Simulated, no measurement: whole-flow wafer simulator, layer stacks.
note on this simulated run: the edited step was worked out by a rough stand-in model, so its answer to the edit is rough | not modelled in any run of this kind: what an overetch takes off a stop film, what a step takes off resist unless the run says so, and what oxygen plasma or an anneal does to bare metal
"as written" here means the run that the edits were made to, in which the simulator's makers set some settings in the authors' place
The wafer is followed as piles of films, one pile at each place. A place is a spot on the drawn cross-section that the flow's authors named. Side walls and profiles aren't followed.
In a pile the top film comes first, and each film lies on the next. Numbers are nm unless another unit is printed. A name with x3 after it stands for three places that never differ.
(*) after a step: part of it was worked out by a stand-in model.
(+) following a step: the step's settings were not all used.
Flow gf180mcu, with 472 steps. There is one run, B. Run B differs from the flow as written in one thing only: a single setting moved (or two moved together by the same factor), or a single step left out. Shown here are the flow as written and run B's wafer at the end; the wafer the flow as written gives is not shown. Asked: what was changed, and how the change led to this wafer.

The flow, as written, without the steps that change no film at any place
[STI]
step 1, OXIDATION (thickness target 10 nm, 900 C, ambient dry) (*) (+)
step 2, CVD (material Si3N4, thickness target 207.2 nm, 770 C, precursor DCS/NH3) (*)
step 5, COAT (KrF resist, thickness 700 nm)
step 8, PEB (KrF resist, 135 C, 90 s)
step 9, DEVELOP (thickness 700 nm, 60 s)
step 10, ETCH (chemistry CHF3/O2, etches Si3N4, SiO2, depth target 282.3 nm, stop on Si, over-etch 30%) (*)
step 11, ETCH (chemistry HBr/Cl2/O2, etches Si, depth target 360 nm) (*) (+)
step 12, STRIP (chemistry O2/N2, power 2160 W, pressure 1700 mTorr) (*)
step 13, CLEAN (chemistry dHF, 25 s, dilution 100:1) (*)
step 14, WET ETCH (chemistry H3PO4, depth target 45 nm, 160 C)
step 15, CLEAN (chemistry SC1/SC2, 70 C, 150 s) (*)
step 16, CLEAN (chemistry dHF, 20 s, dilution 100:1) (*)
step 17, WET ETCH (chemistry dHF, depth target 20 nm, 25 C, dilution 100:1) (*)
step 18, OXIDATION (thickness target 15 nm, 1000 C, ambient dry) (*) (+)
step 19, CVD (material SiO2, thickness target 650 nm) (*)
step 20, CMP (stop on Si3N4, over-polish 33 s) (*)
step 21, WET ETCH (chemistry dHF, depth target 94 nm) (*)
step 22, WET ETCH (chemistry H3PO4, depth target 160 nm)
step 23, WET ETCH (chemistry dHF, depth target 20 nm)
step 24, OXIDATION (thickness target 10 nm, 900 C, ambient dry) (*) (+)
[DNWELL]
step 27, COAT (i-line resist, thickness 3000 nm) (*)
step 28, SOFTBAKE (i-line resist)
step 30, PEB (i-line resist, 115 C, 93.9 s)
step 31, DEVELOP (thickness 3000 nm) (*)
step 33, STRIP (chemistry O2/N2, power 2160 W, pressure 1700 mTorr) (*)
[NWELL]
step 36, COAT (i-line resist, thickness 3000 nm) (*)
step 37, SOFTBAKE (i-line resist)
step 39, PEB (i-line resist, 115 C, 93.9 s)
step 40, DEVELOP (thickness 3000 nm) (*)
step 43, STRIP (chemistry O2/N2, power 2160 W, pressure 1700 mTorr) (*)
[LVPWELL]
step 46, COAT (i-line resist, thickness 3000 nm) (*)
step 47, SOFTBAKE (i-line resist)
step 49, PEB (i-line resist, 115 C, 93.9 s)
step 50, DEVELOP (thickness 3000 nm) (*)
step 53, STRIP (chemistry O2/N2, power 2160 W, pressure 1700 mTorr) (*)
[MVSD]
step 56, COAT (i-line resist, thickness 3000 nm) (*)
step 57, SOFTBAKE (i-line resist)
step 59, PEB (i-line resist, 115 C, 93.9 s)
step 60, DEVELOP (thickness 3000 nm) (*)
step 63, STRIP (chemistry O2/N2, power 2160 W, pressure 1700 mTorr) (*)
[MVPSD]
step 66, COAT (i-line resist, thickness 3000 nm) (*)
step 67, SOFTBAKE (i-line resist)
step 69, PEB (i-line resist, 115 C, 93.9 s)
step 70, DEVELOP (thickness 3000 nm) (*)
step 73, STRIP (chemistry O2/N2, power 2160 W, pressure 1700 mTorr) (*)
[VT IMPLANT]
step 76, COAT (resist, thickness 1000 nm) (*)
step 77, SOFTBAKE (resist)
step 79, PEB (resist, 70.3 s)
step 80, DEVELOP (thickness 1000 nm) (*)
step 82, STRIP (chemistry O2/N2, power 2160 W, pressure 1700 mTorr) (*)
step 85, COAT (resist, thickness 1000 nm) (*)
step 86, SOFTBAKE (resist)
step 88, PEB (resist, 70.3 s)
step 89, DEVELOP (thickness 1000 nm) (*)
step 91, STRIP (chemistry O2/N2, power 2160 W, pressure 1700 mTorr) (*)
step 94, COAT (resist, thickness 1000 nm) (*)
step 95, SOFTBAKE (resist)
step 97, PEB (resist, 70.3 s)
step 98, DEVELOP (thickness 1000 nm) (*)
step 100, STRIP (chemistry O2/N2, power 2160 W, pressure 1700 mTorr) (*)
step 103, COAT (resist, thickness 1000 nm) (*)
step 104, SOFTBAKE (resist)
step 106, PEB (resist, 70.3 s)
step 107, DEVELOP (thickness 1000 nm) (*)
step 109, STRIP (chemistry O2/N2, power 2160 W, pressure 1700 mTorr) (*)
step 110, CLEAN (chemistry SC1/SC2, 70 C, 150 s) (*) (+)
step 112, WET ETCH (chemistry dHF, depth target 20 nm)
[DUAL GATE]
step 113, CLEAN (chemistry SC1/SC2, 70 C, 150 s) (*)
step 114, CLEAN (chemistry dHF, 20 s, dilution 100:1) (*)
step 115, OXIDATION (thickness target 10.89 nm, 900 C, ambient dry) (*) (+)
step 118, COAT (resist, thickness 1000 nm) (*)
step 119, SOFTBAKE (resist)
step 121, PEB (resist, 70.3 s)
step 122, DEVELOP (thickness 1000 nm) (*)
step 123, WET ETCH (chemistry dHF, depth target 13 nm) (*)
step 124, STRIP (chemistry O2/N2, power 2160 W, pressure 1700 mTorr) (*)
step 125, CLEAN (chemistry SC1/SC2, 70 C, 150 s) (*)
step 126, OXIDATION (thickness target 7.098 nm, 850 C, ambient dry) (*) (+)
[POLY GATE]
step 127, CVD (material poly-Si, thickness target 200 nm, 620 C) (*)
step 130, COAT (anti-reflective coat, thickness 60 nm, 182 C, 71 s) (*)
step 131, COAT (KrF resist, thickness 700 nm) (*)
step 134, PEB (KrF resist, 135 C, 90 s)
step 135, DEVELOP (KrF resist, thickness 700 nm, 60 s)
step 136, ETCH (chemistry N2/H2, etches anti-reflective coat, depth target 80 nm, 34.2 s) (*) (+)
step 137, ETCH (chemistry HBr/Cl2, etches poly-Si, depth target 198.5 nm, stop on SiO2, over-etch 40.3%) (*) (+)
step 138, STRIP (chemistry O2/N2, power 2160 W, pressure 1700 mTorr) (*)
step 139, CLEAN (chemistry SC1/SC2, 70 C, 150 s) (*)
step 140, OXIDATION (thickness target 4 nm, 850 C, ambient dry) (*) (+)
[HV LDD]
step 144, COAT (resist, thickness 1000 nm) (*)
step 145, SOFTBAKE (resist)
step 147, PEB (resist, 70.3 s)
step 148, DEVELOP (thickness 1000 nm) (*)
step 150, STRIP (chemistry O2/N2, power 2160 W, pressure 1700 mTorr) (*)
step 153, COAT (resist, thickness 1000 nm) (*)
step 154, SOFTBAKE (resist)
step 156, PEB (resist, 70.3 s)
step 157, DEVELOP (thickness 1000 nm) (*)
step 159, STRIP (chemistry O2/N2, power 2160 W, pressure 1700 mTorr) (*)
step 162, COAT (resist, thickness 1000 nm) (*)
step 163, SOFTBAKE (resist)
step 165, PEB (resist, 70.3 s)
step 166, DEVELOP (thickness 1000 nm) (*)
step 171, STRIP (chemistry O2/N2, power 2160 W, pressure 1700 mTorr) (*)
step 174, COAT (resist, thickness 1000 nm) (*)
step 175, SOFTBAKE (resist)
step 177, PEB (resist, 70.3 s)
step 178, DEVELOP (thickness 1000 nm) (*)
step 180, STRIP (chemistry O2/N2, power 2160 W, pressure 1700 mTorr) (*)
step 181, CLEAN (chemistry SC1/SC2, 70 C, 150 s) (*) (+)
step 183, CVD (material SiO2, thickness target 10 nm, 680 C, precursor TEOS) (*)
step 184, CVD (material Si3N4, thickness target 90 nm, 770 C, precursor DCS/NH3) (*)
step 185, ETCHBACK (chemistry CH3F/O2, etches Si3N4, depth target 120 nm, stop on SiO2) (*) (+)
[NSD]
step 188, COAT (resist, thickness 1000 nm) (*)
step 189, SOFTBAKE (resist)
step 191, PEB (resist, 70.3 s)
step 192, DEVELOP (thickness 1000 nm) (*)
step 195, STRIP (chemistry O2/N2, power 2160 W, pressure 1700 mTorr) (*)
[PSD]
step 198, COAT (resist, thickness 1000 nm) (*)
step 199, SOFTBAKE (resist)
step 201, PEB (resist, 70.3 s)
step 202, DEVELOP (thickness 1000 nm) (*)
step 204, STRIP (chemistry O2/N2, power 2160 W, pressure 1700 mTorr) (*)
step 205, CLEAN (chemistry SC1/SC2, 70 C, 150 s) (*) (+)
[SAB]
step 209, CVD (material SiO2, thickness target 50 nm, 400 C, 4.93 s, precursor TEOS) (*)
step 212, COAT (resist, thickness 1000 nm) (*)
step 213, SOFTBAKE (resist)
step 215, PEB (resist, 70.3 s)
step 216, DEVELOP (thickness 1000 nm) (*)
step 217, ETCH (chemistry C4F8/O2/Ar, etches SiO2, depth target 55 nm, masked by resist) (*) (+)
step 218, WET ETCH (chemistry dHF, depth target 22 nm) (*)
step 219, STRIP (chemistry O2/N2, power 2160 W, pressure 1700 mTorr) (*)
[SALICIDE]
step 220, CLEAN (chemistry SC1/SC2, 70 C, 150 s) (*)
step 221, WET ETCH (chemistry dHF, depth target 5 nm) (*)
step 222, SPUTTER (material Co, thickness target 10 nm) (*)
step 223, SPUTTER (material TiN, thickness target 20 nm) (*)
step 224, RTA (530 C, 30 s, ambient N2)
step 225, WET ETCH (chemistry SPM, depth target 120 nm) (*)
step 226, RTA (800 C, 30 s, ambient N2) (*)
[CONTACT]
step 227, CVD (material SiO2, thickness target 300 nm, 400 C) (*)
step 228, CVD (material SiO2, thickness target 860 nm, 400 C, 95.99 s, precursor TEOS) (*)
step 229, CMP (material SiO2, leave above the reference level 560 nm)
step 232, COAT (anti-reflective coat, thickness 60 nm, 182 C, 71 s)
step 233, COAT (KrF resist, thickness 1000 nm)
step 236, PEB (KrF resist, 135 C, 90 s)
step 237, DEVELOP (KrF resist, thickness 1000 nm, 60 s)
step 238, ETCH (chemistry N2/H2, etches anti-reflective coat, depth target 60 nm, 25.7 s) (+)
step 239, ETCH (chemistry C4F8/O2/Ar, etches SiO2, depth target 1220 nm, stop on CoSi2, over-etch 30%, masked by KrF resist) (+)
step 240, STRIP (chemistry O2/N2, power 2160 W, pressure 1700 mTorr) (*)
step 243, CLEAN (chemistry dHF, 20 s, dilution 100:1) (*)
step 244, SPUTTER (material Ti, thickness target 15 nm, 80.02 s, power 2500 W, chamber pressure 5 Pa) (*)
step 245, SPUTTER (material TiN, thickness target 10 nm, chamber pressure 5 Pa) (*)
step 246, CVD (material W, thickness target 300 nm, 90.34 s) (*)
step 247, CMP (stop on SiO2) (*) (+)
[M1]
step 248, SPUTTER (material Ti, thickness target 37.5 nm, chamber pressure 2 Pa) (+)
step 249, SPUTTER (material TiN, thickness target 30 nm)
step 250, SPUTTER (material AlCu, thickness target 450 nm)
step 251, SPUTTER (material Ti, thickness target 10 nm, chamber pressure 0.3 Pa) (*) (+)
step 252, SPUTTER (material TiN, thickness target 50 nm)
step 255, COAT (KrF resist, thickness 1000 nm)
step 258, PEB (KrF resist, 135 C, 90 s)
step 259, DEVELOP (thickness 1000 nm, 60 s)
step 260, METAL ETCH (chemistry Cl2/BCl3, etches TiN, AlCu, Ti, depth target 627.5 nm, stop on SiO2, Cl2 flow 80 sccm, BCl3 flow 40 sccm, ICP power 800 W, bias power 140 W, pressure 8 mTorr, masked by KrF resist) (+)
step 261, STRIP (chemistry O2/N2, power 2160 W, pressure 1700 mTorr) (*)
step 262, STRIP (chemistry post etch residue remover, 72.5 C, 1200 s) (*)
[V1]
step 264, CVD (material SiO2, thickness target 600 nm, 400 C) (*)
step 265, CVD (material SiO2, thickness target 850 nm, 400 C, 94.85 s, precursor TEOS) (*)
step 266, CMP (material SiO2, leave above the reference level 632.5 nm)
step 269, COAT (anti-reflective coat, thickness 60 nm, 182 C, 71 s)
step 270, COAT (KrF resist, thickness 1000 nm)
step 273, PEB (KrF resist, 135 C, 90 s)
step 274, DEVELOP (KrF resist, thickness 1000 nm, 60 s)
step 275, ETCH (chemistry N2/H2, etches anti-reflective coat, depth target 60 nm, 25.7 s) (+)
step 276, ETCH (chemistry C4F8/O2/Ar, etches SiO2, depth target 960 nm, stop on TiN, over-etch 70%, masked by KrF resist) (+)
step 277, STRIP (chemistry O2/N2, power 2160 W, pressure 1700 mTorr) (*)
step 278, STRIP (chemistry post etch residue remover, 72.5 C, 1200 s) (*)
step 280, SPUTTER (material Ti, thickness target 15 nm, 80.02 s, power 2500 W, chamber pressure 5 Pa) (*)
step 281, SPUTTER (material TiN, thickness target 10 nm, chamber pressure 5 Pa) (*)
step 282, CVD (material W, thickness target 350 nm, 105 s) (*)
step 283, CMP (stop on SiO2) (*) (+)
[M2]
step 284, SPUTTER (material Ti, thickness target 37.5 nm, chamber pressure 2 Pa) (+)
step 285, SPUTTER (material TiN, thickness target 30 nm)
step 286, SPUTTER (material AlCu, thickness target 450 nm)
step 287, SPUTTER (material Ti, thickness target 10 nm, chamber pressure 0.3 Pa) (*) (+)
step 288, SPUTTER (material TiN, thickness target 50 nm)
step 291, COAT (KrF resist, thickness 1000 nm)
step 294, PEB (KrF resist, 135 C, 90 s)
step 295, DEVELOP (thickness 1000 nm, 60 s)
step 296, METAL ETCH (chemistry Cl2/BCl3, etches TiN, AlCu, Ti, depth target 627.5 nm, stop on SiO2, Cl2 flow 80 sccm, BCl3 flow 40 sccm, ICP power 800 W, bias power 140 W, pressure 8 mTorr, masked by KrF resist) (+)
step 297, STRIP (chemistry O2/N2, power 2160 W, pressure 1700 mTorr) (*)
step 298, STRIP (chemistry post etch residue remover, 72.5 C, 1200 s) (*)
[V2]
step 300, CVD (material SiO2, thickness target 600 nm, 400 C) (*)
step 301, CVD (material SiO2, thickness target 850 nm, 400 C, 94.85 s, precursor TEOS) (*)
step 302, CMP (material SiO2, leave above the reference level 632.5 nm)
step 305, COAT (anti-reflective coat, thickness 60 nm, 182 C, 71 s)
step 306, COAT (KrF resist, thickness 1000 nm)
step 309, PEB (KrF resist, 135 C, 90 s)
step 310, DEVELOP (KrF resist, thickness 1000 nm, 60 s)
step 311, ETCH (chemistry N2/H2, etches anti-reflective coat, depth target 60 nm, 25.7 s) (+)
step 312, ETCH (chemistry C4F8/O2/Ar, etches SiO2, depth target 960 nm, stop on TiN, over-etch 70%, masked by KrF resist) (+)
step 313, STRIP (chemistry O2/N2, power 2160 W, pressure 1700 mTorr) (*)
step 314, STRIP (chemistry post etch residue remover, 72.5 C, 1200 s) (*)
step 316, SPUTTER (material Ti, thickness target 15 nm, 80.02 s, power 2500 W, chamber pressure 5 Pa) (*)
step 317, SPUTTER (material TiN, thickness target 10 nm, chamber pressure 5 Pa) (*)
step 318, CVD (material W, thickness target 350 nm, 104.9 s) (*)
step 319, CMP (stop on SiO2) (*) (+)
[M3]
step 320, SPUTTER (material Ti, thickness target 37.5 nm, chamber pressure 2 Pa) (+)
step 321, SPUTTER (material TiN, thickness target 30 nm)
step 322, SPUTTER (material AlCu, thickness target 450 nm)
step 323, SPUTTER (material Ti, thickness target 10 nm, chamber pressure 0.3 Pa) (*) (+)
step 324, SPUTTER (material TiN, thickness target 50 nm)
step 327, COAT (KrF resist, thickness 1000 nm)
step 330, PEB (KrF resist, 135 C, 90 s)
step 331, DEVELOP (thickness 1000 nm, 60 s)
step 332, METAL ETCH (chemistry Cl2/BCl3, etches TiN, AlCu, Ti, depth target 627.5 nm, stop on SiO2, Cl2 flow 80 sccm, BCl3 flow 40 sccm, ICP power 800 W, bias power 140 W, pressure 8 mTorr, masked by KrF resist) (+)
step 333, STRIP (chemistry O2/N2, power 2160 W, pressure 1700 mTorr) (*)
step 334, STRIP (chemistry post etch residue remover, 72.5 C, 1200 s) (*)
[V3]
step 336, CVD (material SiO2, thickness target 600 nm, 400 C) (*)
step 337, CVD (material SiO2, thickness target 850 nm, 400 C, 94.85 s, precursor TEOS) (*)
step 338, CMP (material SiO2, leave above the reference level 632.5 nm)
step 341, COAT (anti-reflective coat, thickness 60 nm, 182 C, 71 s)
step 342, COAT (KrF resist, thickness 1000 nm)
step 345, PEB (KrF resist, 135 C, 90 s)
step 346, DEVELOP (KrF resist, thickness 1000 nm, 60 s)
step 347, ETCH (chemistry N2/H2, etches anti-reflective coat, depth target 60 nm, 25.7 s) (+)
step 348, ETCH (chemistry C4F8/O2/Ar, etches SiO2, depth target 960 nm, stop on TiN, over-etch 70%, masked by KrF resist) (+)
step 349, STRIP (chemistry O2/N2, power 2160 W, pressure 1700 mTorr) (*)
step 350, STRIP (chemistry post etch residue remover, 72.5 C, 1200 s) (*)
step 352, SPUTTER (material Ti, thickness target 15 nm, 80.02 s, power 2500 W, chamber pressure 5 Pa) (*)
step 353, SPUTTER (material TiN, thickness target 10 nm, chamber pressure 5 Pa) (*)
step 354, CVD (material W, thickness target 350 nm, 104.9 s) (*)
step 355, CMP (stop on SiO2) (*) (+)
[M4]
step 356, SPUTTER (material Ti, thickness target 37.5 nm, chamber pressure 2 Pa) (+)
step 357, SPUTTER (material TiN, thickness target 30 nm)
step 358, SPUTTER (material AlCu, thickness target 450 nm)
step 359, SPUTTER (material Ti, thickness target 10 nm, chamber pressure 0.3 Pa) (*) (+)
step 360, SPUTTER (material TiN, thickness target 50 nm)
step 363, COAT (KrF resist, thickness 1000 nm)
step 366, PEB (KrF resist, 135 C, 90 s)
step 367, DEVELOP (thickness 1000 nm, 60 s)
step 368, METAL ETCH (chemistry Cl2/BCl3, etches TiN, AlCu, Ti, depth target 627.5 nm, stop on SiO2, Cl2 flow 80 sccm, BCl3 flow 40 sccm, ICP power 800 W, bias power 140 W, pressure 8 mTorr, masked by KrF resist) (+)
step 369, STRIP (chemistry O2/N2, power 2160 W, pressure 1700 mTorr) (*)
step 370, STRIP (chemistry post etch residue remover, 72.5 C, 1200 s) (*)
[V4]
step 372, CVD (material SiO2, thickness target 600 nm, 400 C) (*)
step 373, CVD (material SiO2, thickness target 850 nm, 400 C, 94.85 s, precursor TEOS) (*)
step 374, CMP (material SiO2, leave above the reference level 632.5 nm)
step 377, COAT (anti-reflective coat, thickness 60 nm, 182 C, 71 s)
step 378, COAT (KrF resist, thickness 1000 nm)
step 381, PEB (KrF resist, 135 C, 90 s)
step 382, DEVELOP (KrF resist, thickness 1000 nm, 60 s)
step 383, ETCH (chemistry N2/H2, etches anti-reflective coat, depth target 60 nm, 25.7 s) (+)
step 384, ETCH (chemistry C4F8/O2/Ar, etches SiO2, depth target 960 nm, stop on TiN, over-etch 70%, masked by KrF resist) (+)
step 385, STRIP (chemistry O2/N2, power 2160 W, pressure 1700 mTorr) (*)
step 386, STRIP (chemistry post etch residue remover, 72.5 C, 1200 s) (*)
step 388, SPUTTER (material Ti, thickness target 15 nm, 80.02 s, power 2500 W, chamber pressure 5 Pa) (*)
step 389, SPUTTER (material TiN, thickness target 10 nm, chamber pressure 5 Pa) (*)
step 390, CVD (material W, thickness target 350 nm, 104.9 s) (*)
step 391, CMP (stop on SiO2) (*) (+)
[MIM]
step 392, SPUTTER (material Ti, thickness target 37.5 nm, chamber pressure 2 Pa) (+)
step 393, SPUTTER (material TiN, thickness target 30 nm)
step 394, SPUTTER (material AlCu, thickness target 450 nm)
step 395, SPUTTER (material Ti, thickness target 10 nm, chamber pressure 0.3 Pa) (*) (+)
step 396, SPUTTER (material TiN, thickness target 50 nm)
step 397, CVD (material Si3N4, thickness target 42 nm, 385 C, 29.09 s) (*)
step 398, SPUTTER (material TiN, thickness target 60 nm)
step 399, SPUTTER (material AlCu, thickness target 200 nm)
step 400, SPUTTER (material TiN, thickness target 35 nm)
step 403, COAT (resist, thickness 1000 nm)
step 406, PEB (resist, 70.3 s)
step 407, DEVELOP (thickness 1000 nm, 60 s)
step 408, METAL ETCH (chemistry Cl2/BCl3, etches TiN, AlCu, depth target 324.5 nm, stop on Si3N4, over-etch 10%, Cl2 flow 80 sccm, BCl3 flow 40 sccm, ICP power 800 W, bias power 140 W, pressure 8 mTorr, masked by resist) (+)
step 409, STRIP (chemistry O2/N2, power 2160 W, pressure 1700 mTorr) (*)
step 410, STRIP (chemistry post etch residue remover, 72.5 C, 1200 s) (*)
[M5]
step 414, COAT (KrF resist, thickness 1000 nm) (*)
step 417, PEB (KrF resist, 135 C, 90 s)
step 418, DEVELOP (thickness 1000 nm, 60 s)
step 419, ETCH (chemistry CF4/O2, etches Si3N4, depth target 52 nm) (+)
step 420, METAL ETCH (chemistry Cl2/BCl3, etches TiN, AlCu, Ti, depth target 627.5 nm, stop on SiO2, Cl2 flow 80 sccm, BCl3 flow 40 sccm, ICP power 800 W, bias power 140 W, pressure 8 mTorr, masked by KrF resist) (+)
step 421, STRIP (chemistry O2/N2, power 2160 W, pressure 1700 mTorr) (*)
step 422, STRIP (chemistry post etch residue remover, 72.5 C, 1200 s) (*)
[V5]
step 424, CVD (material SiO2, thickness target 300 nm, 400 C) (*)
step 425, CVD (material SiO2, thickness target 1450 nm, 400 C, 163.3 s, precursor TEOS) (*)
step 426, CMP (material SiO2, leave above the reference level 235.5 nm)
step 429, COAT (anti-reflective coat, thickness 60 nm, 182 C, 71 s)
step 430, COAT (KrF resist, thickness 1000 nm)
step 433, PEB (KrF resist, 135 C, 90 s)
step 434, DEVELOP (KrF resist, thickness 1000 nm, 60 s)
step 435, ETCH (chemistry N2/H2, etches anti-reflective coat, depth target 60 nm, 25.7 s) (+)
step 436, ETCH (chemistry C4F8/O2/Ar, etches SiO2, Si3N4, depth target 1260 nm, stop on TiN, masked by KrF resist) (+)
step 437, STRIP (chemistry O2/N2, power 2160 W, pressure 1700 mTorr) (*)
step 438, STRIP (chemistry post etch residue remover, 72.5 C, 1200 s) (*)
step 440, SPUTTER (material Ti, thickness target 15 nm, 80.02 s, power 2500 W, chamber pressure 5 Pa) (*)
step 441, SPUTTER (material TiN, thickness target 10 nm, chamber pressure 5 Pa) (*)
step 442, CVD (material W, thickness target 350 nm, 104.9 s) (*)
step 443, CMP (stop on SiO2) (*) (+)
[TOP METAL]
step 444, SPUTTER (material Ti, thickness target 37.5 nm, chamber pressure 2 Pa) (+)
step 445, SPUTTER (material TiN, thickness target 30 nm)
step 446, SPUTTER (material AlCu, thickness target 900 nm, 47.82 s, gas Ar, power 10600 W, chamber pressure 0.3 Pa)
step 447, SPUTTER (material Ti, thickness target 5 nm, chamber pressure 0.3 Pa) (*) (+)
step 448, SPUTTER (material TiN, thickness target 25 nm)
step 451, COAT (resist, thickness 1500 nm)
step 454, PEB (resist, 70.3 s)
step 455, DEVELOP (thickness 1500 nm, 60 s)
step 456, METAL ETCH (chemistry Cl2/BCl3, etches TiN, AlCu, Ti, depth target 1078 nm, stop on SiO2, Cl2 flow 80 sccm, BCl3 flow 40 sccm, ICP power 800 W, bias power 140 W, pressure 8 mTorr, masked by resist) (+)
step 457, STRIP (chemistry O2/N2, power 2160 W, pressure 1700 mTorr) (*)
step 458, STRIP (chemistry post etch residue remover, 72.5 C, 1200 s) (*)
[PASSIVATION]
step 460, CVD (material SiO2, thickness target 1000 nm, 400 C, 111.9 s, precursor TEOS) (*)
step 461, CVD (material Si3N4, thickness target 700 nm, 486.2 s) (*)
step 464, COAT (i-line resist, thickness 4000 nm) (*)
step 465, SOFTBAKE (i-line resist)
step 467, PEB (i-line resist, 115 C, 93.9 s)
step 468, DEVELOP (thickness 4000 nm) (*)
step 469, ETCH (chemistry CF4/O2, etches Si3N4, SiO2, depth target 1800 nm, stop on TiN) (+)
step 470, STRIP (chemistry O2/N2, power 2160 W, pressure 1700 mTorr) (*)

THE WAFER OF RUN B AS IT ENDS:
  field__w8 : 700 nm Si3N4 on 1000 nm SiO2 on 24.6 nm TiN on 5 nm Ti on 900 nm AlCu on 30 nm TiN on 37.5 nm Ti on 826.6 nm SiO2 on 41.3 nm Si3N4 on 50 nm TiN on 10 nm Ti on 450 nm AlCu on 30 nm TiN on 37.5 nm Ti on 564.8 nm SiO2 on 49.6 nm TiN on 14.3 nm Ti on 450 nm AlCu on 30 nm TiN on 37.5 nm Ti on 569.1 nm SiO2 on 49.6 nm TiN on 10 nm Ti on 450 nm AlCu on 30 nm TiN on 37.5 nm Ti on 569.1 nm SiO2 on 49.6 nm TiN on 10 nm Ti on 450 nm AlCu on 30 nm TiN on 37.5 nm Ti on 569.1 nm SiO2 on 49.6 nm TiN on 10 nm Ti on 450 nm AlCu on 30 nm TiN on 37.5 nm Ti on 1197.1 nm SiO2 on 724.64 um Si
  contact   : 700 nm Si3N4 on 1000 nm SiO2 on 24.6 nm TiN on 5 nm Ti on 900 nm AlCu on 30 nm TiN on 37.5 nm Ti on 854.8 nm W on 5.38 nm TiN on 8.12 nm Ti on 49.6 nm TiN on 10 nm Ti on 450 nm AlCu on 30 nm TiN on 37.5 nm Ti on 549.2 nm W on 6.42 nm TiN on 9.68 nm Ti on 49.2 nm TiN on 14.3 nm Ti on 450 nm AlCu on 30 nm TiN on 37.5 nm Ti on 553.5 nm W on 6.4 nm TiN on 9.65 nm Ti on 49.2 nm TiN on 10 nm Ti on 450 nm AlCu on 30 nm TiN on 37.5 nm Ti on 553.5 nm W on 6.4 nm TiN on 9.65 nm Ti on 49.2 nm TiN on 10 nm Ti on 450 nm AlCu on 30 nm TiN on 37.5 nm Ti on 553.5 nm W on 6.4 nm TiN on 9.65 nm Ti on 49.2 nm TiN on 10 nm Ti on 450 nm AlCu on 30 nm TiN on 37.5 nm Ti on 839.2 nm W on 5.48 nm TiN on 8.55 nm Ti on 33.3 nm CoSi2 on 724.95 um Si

The reason: step 359, SPUTTER: thickness target 14.3 nm was run, while the flow as written has thickness target 10 nm.
One can read it off the wafer: field__w8 has Ti 14.3, and step 359 as written asks for 10 nm.

Step by step, how the change led to this:
  step 359, SPUTTER (material Ti, thickness target 10 nm, chamber pressure 0.3 Pa) (*) (+)
      field, field__w1, field__w2 and 108 more: +14.3 Ti (new film) (it would be, as written: +10 Ti (new film))
  step 368, METAL ETCH (chemistry Cl2/BCl3, etches TiN, AlCu, Ti, depth target 627.5 nm, stop on SiO2, Cl2 flow 80 sccm, BCl3 flow 40 sccm, ICP power 800 W, bias power 140 W, pressure 8 mTorr, masked by KrF resist) (+)
      field, field__w1, field__w2 and 103 more: -50 TiN (all of it), -14.3 Ti (all of it), -450 AlCu (all of it), -30 TiN (all of it), -37.5 Ti (all of it) (it would be, as written: -50 TiN (all of it), -10 Ti (all of it), -450 AlCu (all of it), -30 TiN (all of it), -37.5 Ti (all of it))
